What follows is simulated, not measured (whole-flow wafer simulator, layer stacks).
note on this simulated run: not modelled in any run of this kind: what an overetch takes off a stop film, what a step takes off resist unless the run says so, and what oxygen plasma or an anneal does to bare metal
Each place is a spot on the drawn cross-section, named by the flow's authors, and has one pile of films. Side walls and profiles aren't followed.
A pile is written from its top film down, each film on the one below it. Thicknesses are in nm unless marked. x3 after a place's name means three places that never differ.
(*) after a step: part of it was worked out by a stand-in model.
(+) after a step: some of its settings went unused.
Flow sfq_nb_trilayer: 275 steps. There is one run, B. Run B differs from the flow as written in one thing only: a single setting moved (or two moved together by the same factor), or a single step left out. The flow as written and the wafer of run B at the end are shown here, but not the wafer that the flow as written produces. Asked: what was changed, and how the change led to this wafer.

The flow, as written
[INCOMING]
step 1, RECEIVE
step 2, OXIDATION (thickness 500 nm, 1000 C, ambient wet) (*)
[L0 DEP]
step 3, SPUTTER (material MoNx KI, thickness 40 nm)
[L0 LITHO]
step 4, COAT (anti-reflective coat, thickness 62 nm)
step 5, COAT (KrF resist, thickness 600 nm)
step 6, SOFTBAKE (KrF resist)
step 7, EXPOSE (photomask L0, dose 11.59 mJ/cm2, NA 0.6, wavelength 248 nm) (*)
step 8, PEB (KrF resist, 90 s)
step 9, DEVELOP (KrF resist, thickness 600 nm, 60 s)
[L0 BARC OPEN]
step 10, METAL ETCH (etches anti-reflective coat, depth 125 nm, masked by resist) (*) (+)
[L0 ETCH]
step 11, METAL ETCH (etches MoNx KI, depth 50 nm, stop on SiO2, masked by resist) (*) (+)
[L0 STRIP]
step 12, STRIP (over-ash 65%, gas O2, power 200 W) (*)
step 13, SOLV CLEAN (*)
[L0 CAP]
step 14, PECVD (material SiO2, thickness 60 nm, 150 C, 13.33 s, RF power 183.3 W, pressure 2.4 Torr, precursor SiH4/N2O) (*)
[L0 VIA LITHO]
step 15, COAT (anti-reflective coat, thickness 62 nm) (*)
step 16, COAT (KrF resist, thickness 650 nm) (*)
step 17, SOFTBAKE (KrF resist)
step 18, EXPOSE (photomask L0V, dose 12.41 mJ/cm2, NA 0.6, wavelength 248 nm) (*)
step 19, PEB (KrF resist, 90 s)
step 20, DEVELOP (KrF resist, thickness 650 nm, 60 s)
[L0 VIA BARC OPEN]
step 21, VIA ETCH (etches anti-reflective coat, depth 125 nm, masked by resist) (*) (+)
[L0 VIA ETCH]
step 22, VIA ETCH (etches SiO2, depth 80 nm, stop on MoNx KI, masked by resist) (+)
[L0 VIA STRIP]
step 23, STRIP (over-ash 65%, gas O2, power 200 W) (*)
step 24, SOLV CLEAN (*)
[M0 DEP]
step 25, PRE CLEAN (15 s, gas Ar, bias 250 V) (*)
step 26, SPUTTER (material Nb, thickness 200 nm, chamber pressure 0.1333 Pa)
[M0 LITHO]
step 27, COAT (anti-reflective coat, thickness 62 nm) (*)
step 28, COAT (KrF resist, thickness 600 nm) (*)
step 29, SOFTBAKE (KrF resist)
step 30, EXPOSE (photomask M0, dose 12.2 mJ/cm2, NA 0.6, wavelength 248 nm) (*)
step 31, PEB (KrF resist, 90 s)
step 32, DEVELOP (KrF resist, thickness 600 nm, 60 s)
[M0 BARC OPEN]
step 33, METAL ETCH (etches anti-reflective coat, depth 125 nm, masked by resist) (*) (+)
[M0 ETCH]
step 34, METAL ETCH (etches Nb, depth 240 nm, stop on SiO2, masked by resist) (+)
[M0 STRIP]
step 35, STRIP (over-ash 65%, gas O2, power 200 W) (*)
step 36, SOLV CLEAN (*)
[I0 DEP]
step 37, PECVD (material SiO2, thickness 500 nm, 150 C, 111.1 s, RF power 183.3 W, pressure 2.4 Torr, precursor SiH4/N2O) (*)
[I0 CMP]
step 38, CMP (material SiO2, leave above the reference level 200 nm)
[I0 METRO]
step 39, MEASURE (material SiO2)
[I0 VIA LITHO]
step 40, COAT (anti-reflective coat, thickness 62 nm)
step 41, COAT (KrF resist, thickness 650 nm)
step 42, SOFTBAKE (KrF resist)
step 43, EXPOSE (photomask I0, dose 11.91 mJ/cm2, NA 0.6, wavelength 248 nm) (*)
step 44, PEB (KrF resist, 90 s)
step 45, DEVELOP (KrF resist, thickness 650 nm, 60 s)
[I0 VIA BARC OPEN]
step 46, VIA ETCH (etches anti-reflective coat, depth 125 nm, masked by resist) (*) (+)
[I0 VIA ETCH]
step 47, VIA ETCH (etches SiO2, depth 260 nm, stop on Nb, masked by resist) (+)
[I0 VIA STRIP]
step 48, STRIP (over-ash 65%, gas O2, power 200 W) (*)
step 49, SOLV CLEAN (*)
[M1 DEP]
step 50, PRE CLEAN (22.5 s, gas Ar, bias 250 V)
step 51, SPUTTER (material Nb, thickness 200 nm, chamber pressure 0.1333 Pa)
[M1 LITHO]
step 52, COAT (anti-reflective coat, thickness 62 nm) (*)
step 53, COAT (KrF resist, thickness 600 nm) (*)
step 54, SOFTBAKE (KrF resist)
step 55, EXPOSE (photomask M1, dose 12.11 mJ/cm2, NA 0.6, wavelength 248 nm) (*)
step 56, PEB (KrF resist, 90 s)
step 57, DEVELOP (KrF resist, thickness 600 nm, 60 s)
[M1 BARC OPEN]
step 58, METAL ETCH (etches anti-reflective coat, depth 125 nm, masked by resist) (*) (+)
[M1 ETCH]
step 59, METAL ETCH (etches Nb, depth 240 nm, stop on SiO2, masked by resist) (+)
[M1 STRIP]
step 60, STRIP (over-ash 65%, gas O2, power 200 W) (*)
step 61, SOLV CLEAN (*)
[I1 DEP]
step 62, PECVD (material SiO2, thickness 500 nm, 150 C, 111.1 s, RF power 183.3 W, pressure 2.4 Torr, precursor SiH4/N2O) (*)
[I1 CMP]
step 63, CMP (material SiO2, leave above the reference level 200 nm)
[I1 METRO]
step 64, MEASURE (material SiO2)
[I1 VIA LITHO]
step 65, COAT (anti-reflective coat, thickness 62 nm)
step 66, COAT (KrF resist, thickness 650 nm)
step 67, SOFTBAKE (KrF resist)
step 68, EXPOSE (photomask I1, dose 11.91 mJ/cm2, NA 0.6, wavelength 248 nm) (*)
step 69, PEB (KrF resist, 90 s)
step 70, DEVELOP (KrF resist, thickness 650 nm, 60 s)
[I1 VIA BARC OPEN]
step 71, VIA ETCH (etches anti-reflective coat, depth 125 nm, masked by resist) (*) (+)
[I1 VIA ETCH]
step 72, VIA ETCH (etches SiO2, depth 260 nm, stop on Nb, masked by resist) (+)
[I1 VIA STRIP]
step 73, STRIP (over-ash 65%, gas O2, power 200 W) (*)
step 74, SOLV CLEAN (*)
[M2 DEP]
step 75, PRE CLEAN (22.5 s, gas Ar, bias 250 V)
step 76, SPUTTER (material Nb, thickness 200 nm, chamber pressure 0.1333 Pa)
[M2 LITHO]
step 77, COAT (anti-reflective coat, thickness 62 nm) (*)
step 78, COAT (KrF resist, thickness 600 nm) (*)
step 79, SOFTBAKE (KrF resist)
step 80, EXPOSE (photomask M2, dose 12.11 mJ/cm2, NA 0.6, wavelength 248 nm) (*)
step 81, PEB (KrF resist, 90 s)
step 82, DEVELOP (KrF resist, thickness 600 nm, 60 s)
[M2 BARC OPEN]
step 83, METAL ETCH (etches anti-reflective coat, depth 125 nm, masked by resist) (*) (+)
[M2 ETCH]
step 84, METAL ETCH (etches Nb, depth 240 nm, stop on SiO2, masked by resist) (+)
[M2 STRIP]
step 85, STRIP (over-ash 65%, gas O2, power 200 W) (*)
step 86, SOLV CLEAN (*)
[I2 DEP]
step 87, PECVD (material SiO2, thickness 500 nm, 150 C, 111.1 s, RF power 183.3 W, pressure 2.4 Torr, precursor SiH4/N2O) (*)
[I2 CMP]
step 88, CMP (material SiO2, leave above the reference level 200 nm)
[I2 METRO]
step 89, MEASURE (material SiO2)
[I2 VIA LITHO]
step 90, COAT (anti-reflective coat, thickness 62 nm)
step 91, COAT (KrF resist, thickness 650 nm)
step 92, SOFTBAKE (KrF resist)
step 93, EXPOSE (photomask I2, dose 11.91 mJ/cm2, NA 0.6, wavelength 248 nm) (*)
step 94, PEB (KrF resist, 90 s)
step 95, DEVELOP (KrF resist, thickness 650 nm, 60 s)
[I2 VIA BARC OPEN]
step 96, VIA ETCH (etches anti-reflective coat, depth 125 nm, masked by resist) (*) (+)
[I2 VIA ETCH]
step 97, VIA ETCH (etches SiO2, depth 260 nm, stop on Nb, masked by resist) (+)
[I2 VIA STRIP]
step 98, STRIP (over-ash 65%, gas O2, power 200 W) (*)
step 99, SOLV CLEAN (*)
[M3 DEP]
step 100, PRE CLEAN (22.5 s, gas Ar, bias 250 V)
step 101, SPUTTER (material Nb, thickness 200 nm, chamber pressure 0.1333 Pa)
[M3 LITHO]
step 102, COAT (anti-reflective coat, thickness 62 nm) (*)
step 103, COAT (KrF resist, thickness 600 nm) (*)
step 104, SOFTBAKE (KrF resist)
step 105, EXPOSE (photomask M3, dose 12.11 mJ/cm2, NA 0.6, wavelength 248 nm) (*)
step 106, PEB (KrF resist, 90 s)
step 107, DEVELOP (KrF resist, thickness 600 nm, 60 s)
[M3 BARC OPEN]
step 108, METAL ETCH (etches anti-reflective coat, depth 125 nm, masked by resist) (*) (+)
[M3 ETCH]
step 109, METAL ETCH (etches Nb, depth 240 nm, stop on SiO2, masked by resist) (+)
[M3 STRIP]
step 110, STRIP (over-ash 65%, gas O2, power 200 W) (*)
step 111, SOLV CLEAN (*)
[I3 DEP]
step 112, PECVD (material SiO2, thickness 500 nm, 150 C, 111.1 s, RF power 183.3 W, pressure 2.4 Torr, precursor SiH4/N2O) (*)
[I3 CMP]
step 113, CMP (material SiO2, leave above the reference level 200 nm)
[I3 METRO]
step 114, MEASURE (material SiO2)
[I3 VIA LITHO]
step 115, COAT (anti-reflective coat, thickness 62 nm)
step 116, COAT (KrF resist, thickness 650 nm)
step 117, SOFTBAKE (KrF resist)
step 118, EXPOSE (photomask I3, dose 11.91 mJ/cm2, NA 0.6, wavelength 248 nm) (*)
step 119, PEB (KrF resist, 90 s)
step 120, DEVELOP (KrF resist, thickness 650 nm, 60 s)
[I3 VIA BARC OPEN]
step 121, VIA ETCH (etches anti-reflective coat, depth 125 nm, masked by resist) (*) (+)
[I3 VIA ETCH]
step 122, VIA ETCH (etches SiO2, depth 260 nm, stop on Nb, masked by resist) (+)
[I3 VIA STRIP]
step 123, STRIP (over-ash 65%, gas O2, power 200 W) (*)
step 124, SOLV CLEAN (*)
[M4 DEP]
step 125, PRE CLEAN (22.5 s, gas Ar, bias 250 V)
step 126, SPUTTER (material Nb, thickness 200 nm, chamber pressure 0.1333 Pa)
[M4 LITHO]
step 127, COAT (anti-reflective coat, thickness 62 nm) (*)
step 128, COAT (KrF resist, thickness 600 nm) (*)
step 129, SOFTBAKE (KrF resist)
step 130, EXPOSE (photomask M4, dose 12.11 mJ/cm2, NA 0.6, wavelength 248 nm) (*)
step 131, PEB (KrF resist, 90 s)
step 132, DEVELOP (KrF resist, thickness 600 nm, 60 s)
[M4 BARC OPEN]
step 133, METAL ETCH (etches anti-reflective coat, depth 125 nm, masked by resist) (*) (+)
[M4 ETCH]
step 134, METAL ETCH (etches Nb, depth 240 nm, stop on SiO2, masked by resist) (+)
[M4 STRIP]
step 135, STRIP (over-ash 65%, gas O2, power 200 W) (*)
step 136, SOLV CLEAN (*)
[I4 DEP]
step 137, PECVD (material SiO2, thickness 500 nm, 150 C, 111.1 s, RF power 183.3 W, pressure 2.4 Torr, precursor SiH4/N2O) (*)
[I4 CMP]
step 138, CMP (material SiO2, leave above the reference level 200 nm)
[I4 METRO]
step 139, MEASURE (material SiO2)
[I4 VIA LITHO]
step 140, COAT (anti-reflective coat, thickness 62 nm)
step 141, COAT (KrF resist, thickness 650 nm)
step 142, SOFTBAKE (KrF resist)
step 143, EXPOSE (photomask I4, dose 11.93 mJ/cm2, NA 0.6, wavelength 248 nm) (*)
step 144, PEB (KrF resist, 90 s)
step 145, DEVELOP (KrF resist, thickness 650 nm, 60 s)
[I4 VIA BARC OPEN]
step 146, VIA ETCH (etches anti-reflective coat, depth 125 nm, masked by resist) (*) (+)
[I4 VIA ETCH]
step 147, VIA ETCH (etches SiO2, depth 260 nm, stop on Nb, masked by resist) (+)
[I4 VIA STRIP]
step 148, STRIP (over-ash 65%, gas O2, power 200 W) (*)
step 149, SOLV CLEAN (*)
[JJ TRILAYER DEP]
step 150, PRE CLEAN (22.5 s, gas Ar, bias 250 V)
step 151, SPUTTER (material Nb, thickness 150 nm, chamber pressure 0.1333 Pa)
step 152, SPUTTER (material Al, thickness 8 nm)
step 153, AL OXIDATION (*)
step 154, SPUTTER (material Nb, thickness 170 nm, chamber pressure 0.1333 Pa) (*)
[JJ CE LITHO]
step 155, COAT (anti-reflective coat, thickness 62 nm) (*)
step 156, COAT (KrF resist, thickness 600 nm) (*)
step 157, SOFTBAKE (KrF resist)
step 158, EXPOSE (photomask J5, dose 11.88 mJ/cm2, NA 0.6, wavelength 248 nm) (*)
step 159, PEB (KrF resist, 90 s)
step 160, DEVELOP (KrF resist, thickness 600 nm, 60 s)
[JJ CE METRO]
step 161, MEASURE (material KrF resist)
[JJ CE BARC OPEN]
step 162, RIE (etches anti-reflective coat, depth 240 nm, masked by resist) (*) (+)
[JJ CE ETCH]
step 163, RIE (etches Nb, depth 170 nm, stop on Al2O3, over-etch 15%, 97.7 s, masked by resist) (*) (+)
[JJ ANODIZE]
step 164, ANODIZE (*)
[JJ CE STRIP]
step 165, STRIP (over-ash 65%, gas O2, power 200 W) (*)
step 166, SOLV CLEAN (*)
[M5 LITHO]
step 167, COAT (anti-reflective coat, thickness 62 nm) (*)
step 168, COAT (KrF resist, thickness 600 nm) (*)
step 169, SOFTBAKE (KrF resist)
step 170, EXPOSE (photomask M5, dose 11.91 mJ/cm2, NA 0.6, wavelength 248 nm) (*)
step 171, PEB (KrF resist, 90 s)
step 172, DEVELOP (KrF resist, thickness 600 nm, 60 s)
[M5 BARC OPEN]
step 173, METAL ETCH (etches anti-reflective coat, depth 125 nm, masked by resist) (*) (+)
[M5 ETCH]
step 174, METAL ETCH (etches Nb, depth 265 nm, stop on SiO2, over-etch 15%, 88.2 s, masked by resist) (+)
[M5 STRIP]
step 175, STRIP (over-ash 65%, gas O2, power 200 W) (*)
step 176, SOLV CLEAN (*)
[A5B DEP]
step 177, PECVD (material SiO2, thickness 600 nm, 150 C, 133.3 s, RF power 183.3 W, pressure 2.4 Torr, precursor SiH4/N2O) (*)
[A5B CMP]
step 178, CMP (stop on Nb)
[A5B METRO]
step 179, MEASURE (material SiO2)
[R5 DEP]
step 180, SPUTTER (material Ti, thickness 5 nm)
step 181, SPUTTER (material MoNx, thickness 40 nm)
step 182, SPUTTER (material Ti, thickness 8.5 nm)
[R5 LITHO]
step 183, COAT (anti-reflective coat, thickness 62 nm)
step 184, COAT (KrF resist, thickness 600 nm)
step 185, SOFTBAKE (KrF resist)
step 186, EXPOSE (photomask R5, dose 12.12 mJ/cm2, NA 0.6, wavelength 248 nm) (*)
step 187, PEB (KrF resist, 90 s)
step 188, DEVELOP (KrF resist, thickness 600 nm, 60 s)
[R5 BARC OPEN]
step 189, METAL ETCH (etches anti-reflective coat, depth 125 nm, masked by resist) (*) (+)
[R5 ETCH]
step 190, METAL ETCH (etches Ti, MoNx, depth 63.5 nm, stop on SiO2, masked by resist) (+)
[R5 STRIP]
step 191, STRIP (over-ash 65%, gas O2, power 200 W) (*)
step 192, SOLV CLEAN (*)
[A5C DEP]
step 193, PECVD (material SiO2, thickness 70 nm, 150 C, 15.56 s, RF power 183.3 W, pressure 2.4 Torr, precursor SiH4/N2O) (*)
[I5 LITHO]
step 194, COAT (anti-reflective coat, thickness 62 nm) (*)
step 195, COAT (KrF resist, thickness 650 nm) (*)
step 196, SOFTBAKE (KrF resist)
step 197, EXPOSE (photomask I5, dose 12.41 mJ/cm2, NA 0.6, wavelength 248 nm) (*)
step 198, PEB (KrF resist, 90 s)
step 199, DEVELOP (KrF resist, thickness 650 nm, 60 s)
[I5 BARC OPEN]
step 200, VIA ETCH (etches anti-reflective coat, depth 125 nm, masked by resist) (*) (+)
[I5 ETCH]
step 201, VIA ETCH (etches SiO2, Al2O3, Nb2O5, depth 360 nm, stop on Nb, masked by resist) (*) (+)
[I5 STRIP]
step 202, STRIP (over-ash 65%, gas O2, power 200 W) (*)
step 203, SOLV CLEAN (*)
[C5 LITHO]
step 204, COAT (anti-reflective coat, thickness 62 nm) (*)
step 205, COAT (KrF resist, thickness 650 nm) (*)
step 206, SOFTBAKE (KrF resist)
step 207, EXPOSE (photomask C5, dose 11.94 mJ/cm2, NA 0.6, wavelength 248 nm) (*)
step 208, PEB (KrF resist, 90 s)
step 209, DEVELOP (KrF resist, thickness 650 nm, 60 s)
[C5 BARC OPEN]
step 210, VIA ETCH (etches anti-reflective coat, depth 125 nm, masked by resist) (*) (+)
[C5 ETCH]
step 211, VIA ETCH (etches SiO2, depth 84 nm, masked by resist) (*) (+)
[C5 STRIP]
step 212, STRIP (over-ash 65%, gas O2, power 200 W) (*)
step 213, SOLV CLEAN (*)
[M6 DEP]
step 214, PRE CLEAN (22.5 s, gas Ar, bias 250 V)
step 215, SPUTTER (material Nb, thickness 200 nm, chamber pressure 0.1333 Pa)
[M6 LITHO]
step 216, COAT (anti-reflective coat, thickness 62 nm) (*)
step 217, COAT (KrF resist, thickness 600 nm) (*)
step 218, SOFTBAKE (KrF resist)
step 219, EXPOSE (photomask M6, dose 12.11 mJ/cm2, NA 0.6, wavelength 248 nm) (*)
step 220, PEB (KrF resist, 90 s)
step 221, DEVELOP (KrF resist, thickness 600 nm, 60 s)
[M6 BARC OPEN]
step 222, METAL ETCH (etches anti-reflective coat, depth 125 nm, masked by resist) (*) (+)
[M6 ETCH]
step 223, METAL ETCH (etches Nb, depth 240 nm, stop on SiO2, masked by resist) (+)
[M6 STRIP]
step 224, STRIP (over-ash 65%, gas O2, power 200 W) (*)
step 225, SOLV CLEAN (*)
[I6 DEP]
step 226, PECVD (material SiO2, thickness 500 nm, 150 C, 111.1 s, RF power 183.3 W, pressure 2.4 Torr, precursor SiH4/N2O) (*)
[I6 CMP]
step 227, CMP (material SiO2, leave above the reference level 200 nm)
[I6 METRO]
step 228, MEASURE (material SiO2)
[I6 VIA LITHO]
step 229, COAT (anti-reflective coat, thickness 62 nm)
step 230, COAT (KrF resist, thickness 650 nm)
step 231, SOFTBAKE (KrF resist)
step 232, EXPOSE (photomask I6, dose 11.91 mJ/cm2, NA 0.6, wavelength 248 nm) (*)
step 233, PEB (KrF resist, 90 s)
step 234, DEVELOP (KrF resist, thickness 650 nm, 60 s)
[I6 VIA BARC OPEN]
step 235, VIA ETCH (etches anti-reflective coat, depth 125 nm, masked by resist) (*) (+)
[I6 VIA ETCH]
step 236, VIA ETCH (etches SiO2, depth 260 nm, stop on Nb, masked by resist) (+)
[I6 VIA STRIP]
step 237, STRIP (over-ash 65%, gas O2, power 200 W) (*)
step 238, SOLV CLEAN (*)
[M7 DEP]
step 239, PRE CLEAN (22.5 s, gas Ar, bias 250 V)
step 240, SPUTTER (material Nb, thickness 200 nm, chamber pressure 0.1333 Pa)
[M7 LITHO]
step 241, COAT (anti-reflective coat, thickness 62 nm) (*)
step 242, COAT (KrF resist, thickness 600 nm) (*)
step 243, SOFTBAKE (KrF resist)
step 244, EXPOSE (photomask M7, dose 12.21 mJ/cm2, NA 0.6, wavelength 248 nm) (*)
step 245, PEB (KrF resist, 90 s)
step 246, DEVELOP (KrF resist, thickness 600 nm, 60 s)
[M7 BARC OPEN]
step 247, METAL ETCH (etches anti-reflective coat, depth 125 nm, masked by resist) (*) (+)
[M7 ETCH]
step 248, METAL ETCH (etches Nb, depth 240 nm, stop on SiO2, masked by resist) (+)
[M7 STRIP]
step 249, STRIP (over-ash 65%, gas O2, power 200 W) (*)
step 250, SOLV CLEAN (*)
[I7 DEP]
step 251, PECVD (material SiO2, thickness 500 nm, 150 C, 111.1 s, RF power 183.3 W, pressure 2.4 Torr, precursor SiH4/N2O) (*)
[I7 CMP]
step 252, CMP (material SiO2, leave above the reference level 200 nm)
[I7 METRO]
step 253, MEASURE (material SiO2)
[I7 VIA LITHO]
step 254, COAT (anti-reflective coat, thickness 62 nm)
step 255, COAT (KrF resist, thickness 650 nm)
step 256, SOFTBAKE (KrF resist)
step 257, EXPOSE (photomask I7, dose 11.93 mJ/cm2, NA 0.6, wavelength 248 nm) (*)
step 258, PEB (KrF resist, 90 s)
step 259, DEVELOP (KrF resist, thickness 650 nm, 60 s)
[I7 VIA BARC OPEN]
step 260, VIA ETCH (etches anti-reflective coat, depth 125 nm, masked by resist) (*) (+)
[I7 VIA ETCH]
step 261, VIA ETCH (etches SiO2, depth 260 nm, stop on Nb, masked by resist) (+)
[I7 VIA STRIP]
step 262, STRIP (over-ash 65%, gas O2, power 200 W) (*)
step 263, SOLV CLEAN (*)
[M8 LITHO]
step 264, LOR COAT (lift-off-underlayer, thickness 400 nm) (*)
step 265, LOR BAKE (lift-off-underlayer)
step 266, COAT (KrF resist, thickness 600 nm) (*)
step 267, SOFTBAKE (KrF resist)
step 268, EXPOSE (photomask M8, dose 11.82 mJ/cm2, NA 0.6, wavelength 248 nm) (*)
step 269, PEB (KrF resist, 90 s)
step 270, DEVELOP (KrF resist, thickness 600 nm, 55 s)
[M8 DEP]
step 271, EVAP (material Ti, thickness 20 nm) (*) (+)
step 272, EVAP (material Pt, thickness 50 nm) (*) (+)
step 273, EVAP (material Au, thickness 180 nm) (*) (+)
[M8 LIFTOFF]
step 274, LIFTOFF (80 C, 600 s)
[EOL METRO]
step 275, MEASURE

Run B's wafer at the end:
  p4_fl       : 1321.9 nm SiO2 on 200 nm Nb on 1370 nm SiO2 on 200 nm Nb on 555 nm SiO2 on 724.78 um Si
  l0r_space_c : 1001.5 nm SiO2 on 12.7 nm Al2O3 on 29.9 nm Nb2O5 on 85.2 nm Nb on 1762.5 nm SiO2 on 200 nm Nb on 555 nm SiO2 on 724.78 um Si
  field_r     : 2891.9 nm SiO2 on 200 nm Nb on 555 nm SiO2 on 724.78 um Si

The reason: step 151, SPUTTER: thickness 96 nm was run, though the flow has thickness 150 nm.

How this came from the change, step by step:
  step 151, SPUTTER (material Nb, thickness 150 nm, chamber pressure 0.1333 Pa)
      field_l, v_sur, via_sp and 100 more: Nb gains 96 (new film) (as written it would have been: Nb gains 150 (new film))
      via_wl, via_wr: Nb gains 68.6 (as written it would have been: Nb gains 130.4)
      (and at 1 other place as well)
  step 154, SPUTTER (material Nb, thickness 170 nm, chamber pressure 0.1333 Pa) (*)
      via_w: Nb gains 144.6 (new film) (as written it would have been: Nb gains 141 (new film))
  step 155, COAT (anti-reflective coat, thickness 62 nm) (*)
      via_wl, via_wr: anti-reflective coat gains 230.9 (new film) (as written it would have been: anti-reflective coat gains 209.4 (new film))
      via_w: anti-reflective coat gains 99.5 (new film) (as written it would have been: anti-reflective coat gains 97.4 (new film))
  step 162, RIE (etches anti-reflective coat, depth 240 nm, masked by resist) (*) (+)
      ce_l, c5j, ce_r, wl_jj: KrF resist loses 230.9 (as written it would have been: KrF resist loses 209.4)
      via_wl, via_wr: anti-reflective coat loses 230.9 (all of it) (as written it would have been: anti-reflective coat loses 209.4 (all of it))
      (and at 1 other place as well)
  step 163, RIE (etches Nb, depth 170 nm, stop on Al2O3, over-etch 15%, 97.7 s, masked by resist) (*) (+)
      via_w: Nb loses 144.6 (all of it), Al2O3 loses 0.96 (all of it) (as written it would have been: Nb loses 141 (all of it), Al2O3 loses 0.96 (all of it))
  step 164, ANODIZE (*)
      via_wl, via_wr: Al2O3 gains 8 (new film), Nb2O5 gains 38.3 (new film), Al loses 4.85 (all of it), Nb loses 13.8 (as written it would have been: Al2O3 gains 7.52 (new film), Nb2O5 gains 39.2 (new film), Al loses 4.56 (all of it), Nb loses 14.1)
  step 165, STRIP (over-ash 65%, gas O2, power 200 W) (*)
      c5j, ce_r: KrF resist loses 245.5 (all of it), anti-reflective coat loses 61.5 (all of it) (as written it would have been: KrF resist loses 266.9 (all of it), anti-reflective coat loses 61.5 (all of it))
      ce_l: KrF resist loses 245.4 (all of it), anti-reflective coat loses 61.5 (all of it) (as written it would have been: KrF resist loses 266.8 (all of it), anti-reflective coat loses 61.4 (all of it))
      (and at 1 other place as well)
  step 167, COAT (anti-reflective coat, thickness 62 nm) (*)
      via_wl: anti-reflective coat gains 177 (new film) (as written it would have been: anti-reflective coat gains 170.5 (new film))
      via_w: anti-reflective coat gains 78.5 (new film) (as written it would have been: anti-reflective coat gains 84.1 (new film))
      (and at 1 other place as well)
  step 174, METAL ETCH (etches Nb, depth 265 nm, stop on SiO2, over-etch 15%, 88.2 s, masked by resist) (+)
      field_l, r_sur, res and 50 more: Al2O3 loses 12.6 (all of it), Nb2O5 loses 29.9 (all of it), Nb loses 85.2 (all of it), SiO2 loses 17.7 (as written it would have been: Al2O3 loses 12.6 (all of it), Nb2O5 loses 29.9 (all of it), Nb loses 139.2 (all of it), SiO2 loses 12.3)
  step 175, STRIP (over-ash 65%, gas O2, power 200 W) (*)
      via_wl: KrF resist loses 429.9 (all of it), anti-reflective coat loses 177 (all of it) (as written it would have been: KrF resist loses 427 (all of it), anti-reflective coat loses 170.5 (all of it))
      via_w: KrF resist loses 497.7 (all of it), anti-reflective coat loses 78.5 (all of it) (as written it would have been: KrF resist loses 503.5 (all of it), anti-reflective coat loses 84.1 (all of it))
      (and at 1 other place as well)
  step 177, PECVD (material SiO2, thickness 600 nm, 150 C, 133.3 s, RF power 183.3 W, pressure 2.4 Torr, precursor SiH4/N2O) (*)
      via_wl, via_wr: SiO2 gains 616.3 (new film) (as written it would have been: SiO2 gains 600 (new film))
  step 178, CMP (stop on Nb)
      field_l, p4_fl, p4_fm and 39 more: SiO2 loses 307.9 (as written it would have been: SiO2 loses 259.3)
      r_sur, res, r_end, moat, field_r, lsp_l: SiO2 loses 307.9 (as written it would have been: SiO2 loses 252.3)
      (and at 8 other places as well)
